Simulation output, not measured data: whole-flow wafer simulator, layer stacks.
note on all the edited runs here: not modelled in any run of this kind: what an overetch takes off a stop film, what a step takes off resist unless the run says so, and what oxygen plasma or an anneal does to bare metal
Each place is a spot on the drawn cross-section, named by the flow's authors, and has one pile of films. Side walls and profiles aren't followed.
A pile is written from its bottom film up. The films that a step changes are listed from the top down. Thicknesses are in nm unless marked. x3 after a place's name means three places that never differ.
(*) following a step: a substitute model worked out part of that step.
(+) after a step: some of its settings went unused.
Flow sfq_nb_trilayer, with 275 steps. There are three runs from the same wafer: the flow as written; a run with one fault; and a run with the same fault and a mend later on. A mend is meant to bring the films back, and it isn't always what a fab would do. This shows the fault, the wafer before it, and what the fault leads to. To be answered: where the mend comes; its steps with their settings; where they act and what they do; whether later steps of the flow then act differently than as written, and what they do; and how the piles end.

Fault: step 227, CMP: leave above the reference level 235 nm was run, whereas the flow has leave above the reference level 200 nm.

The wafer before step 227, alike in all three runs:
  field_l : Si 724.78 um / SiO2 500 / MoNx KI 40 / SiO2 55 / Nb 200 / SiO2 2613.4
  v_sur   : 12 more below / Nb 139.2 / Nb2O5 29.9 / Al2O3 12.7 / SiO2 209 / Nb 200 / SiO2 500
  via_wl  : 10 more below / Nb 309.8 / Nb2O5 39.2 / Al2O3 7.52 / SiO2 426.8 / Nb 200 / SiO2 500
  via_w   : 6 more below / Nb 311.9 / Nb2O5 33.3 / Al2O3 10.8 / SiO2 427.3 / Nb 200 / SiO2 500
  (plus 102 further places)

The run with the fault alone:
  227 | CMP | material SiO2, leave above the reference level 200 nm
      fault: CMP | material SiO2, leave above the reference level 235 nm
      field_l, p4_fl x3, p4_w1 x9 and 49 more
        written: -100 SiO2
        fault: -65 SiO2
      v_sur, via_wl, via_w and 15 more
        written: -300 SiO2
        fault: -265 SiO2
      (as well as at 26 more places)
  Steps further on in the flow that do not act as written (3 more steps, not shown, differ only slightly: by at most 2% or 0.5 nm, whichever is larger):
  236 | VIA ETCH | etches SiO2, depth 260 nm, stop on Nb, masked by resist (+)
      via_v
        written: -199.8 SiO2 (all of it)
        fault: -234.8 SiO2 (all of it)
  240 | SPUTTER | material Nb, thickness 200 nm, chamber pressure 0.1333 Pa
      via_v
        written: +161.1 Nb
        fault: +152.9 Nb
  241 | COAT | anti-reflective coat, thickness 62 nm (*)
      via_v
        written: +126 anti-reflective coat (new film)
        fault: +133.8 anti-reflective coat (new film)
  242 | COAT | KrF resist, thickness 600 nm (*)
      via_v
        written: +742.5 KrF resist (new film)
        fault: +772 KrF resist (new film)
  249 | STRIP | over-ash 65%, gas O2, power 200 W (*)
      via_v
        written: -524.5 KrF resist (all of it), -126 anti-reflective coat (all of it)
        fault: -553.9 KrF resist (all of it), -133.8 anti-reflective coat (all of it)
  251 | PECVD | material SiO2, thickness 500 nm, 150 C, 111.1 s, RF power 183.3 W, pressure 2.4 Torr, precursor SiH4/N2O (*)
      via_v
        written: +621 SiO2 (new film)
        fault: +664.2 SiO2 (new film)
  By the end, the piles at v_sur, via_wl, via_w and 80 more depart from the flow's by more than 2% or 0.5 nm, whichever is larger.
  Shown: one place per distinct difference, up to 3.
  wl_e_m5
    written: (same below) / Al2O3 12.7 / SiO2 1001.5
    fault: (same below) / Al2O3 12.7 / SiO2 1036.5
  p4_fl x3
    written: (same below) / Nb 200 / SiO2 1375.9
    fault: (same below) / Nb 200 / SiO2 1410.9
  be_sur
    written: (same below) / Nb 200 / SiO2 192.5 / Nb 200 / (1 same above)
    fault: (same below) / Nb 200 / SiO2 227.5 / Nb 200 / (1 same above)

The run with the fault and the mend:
  The mend follows step 228.
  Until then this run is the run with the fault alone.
  228a | CMP | material SiO2, leave above the reference level 200 nm (the flow's step 227 again)
      field_l, v_sur, via_wl and 103 more
        -35 SiO2
  Every later step of the flow that is run acts as written at every place that is followed.
  The piles end the same as the flow's at every place that both follow.
